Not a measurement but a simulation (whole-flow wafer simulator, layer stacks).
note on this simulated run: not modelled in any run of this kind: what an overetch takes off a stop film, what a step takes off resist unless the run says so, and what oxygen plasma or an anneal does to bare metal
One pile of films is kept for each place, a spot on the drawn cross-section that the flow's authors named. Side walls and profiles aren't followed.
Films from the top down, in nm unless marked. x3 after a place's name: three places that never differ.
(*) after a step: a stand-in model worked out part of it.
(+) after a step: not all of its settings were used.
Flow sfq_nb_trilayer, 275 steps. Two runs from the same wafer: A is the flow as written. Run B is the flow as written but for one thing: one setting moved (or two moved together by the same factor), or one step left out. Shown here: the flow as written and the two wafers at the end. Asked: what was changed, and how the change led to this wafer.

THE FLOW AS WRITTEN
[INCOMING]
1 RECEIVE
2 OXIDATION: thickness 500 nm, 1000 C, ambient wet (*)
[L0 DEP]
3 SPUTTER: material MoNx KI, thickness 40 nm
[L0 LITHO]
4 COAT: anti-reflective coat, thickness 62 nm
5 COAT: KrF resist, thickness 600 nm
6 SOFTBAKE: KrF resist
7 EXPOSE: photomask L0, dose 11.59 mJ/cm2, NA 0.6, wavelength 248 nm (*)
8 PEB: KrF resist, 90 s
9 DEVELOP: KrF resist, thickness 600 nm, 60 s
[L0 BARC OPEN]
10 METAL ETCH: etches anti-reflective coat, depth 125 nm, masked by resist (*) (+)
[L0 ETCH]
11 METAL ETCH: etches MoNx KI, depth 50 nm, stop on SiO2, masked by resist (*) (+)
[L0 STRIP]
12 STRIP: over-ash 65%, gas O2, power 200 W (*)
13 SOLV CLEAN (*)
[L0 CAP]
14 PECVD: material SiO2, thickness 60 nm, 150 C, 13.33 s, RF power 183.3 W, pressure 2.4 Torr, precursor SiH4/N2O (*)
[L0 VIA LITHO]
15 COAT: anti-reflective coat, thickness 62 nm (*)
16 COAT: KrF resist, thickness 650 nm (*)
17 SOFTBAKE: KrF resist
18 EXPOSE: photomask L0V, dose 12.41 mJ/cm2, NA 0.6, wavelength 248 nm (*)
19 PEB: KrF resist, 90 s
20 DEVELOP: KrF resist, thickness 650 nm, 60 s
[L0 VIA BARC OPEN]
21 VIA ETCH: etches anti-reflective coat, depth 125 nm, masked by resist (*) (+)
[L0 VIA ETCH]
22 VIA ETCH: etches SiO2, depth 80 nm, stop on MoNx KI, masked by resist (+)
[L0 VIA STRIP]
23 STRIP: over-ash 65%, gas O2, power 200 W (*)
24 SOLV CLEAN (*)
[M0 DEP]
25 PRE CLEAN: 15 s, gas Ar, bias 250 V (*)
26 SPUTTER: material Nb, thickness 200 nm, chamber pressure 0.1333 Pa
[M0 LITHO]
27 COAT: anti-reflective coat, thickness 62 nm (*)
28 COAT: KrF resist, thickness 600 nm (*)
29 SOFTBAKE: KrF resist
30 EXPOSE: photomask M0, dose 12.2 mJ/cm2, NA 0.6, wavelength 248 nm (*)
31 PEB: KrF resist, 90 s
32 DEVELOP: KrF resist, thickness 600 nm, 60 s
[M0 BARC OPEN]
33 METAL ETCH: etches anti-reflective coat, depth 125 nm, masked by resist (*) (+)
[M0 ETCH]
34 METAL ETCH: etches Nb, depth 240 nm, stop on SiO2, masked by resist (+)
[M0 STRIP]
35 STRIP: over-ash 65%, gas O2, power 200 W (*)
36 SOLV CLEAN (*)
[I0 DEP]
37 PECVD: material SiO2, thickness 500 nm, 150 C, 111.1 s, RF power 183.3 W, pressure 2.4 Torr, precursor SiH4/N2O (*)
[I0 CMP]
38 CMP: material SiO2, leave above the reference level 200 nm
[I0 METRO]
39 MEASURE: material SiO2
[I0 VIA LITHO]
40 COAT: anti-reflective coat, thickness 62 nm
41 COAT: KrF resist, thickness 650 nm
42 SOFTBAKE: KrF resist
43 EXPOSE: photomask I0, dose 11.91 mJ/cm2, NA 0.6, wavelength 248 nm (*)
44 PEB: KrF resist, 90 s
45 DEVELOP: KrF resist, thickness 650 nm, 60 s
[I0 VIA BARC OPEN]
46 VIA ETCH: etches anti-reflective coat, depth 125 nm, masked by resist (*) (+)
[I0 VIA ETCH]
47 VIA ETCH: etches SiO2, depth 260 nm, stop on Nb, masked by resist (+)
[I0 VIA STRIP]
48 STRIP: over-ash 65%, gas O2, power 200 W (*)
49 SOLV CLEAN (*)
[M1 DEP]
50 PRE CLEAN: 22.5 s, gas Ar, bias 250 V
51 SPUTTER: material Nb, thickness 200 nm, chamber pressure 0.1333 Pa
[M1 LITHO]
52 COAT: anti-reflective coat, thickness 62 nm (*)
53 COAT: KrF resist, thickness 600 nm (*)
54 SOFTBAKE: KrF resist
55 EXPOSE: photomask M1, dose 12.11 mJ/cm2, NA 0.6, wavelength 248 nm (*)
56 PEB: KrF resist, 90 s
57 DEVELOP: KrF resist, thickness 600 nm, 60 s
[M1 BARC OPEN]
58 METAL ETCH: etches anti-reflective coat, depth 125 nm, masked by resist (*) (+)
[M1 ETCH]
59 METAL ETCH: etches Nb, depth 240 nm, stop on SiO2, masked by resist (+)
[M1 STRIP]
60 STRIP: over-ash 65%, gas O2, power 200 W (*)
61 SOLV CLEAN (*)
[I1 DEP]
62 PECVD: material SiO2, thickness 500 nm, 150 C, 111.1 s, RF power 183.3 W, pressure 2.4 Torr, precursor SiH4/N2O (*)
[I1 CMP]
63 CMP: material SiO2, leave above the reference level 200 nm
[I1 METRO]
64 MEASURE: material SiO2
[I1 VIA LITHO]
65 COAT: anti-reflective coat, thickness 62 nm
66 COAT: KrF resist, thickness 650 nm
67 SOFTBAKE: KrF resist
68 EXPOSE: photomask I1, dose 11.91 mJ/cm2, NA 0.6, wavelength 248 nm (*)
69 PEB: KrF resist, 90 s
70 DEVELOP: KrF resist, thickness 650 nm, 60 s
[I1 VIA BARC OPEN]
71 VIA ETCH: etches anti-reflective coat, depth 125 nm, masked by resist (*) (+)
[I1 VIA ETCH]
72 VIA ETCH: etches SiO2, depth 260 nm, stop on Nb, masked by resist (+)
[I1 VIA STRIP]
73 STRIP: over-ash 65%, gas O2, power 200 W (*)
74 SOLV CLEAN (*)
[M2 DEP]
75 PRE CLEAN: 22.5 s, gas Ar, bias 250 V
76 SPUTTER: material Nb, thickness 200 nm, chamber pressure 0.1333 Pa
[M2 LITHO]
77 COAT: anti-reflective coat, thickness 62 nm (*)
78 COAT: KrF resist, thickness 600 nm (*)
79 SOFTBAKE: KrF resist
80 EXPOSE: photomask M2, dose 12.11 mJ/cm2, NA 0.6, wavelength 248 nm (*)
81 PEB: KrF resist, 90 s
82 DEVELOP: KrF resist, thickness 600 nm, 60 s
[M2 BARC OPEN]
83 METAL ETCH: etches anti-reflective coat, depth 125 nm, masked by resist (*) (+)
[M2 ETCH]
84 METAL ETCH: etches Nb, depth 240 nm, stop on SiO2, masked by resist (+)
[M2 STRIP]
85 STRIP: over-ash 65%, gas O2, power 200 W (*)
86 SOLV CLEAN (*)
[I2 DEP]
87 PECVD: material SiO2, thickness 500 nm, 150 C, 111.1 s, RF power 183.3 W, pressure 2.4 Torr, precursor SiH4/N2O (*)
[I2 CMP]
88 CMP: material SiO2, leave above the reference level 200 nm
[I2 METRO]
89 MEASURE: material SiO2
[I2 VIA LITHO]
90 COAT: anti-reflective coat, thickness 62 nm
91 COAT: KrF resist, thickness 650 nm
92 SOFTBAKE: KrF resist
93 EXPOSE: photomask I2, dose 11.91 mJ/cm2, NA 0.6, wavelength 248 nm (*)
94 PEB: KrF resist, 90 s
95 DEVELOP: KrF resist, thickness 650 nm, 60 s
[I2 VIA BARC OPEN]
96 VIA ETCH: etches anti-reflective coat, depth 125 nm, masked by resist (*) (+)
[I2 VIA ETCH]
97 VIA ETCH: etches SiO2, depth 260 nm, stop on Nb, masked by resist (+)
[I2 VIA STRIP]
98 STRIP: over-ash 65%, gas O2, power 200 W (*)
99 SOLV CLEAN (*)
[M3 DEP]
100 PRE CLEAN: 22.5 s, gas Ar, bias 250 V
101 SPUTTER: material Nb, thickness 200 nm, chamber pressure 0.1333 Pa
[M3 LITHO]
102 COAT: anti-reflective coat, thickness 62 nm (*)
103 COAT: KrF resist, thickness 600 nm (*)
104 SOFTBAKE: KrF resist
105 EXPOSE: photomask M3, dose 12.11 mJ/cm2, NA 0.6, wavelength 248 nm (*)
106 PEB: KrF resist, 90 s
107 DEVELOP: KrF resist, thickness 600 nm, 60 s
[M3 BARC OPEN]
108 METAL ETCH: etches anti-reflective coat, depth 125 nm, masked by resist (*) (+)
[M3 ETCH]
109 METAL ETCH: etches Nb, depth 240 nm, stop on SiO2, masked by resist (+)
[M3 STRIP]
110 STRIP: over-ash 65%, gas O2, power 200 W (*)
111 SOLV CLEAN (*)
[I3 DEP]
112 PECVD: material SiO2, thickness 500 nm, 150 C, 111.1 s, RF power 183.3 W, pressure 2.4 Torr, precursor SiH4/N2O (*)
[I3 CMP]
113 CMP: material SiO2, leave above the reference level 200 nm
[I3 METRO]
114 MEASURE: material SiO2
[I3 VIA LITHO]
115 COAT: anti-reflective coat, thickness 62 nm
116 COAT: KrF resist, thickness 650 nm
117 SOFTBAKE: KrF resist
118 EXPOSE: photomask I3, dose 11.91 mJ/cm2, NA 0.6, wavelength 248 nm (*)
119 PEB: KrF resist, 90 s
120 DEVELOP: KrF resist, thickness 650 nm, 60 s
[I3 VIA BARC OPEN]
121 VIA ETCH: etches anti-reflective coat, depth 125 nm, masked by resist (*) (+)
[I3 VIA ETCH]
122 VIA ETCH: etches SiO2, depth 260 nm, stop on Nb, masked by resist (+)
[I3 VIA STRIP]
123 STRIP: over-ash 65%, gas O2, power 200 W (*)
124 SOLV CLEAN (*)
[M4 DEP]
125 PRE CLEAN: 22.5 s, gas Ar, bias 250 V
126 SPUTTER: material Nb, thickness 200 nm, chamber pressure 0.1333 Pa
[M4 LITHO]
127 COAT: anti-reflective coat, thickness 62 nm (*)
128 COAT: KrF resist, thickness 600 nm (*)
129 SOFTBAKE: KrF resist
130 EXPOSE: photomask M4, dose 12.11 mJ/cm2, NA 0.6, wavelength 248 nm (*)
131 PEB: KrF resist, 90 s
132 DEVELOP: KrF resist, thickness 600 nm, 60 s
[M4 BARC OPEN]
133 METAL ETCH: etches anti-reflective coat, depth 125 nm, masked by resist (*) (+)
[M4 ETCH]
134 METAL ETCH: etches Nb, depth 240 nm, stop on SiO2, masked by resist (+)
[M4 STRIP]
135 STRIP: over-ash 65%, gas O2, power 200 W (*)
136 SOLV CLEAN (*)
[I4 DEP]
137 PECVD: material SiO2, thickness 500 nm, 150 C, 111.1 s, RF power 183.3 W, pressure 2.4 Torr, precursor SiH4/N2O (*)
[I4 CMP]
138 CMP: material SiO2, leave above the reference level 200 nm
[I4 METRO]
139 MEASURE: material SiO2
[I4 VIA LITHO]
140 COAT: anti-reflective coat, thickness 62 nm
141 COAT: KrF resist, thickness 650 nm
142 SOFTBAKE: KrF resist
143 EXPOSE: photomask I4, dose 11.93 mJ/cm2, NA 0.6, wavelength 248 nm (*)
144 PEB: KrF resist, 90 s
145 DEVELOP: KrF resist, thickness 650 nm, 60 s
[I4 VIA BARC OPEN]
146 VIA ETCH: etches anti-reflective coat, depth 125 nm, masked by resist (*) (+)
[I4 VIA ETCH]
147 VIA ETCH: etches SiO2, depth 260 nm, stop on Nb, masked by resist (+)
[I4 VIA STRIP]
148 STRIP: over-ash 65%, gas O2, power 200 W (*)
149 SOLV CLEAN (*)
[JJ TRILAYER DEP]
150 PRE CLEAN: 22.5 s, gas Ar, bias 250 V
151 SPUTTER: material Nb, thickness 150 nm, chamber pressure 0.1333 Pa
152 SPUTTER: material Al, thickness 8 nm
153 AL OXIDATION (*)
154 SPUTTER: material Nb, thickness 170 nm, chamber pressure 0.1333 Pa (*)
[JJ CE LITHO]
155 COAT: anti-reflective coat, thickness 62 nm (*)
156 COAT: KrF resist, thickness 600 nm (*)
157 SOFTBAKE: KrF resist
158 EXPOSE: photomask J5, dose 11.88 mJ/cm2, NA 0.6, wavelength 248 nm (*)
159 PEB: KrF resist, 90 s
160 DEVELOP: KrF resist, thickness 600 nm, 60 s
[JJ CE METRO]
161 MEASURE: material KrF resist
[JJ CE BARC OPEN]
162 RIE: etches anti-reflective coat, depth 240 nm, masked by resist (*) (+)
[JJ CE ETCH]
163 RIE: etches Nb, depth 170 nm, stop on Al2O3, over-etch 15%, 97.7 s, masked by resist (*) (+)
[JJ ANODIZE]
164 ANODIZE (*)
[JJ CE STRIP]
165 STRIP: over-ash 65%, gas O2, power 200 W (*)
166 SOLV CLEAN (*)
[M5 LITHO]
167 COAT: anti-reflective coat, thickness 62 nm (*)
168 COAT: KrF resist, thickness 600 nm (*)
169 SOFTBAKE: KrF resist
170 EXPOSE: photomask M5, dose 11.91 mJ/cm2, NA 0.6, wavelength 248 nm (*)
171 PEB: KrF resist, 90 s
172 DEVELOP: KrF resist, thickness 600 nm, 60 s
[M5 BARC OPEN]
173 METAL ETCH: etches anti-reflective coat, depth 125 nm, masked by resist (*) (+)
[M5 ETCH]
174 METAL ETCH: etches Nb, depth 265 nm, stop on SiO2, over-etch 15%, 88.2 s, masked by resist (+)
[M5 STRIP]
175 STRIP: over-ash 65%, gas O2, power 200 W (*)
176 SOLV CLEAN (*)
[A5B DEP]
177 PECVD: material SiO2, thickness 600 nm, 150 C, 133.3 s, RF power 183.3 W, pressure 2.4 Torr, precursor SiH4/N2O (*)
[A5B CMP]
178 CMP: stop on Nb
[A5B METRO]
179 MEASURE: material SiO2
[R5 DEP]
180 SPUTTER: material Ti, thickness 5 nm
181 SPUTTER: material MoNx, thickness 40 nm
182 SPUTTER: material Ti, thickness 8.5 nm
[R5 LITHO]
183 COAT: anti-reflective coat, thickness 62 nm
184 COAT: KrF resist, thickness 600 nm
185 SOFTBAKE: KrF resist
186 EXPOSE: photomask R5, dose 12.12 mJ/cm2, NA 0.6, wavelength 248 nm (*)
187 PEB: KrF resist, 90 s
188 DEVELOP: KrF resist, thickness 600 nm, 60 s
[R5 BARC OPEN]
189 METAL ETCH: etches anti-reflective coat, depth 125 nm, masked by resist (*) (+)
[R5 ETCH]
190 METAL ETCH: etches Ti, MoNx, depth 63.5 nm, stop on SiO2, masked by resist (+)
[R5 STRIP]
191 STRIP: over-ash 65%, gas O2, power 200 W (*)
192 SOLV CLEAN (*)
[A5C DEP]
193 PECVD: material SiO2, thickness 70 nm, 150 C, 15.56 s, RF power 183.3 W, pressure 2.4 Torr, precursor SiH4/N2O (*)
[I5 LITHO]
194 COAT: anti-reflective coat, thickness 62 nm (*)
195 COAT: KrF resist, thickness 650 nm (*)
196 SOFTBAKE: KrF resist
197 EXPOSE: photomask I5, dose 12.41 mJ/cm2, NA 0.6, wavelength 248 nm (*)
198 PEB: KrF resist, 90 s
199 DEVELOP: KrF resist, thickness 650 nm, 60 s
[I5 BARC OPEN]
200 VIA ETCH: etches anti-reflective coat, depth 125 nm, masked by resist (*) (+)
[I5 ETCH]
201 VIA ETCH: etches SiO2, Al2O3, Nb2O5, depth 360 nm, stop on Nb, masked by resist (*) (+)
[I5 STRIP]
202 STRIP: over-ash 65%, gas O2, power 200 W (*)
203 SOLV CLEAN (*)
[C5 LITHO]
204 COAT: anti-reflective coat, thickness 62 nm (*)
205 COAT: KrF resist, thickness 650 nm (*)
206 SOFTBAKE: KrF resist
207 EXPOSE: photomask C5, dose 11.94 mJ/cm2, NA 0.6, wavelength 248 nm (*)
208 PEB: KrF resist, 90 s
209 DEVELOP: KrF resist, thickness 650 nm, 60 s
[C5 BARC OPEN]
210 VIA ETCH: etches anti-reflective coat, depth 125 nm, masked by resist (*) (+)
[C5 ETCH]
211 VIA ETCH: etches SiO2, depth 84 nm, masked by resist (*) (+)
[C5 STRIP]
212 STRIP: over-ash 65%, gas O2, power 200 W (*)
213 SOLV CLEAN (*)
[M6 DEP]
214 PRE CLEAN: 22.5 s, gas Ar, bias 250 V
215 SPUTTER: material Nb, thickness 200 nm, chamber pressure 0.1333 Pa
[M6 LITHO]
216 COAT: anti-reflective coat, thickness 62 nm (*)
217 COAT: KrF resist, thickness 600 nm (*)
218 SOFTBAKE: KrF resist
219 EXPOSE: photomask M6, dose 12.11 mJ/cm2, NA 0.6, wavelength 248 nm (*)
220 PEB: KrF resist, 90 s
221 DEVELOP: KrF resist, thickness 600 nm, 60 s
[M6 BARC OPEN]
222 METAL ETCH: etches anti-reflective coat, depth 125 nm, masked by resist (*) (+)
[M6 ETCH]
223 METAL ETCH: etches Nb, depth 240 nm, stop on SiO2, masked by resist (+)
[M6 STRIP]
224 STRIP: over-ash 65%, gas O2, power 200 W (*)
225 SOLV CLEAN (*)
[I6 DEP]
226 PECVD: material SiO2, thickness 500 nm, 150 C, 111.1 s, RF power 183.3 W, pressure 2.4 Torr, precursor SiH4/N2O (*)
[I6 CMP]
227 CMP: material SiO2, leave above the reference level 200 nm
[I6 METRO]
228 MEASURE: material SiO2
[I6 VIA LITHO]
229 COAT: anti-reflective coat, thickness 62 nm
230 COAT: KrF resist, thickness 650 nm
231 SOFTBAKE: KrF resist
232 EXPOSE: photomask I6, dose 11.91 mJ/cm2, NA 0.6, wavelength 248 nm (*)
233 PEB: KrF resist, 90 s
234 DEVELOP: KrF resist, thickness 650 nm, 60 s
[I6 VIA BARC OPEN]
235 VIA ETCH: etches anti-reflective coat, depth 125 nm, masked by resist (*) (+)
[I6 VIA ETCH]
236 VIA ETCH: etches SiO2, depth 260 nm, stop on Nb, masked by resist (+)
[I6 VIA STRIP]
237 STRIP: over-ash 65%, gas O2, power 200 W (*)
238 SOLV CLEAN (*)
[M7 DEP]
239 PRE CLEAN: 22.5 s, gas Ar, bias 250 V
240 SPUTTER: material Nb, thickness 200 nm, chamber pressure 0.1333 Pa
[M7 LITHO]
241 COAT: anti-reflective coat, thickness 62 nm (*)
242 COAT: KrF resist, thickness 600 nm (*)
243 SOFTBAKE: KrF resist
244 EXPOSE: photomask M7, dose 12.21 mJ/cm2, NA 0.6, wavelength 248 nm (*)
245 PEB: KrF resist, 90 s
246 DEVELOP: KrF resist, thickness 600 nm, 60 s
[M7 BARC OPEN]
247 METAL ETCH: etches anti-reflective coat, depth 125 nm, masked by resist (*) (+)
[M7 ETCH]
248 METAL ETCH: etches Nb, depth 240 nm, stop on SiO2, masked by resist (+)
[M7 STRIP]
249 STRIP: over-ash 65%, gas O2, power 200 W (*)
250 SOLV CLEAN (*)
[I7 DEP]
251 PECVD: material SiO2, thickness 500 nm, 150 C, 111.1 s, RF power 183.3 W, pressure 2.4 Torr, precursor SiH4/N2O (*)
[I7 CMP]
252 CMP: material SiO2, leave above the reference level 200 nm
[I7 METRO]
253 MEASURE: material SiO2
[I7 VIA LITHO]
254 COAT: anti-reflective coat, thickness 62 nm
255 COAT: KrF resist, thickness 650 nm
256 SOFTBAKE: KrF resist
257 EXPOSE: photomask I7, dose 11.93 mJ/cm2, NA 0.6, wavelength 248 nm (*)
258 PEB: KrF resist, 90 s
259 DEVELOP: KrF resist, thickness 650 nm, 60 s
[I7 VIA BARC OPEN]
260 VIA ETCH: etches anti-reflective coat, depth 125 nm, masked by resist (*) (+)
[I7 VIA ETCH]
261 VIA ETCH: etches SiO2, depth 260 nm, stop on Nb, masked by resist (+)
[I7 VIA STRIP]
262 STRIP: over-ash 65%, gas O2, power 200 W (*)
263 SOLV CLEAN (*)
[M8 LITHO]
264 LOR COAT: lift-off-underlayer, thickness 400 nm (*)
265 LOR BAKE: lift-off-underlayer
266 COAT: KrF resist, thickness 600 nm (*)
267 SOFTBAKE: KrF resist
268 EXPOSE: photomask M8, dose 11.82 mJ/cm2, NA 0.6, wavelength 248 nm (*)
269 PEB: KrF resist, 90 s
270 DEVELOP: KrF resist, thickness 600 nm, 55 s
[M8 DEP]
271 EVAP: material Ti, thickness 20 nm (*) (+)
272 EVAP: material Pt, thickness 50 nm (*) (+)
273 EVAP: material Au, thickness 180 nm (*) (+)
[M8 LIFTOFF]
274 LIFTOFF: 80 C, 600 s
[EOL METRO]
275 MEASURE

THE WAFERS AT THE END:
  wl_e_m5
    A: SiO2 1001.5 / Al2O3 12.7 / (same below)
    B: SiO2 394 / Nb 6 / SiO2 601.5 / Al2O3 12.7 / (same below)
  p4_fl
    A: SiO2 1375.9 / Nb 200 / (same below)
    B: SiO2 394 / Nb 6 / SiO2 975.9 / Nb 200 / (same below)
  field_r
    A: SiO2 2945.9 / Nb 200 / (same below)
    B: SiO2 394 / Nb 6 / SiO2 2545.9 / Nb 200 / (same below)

The cause: step 248, METAL ETCH: depth 194 nm was run, where the flow has depth 240 nm.

How the change led to this, step by step:
  248 METAL ETCH: etches Nb, depth 240 nm, stop on SiO2, masked by resist (+)
      field_l, field_r, lsp_l and 62 more: A Nb -200 (all of it) | B Nb -194
      v_sur, via_wl, via_w and 38 more: A KrF resist -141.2 | B KrF resist -114.1
  249 STRIP: over-ash 65%, gas O2, power 200 W (*)
      wl_j_sl, wl_jj, wl_j_sr and 14 more: A KrF resist -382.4 (all of it), anti-reflective coat -62 (all of it) | B KrF resist -409.4 (all of it), anti-reflective coat -62 (all of it)
      ln_m5, lsp_m, ln_m6, lsp_r: A KrF resist -381.9 (all of it), anti-reflective coat -61.8 (all of it) | B KrF resist -409 (all of it), anti-reflective coat -61.8 (all of it)
      (and at 20 more places)
  251 PECVD: material SiO2, thickness 500 nm, 150 C, 111.1 s, RF power 183.3 W, pressure 2.4 Torr, precursor SiH4/N2O (*)
      field_l, p4_fl, p4_fm and 56 more: A SiO2 +500 | B SiO2 +500 (new film)
      field_r, lsp_l: A SiO2 +477.7 | B SiO2 +478.3 (new film)
      (and at 4 more places)
  252 CMP: material SiO2, leave above the reference level 200 nm
      field_l, p4_fl, p4_fm and 56 more: A SiO2 -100 | B SiO2 -106
      field_r, lsp_l: A SiO2 -77.7 | B SiO2 -84.3
      (and at 2 more places)
Counting metal films that touch as one body, wl_e_m5 has 7 bodies (between them, from the top down: SiO2 601.5 / Al2O3 12.7 / Nb2O5 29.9; SiO2 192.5; SiO2 192.5; SiO2 192.5; SiO2 192.5; SiO2 192.5); the flow as written gives 6 bodies (between them, from the top down: SiO2 192.5; SiO2 192.5; SiO2 192.5; SiO2 192.5; SiO2 192.5).
Counting metal films that touch as one body, p4_fl has 3 bodies (between them, from the top down: SiO2 975.9; SiO2 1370); the flow as written gives 2 bodies (between them, from the top down: SiO2 1370).
Counting metal films that touch as one body, field_r has 2 bodies (between them, from the top down: SiO2 2545.9); the flow as written gives 1 body.
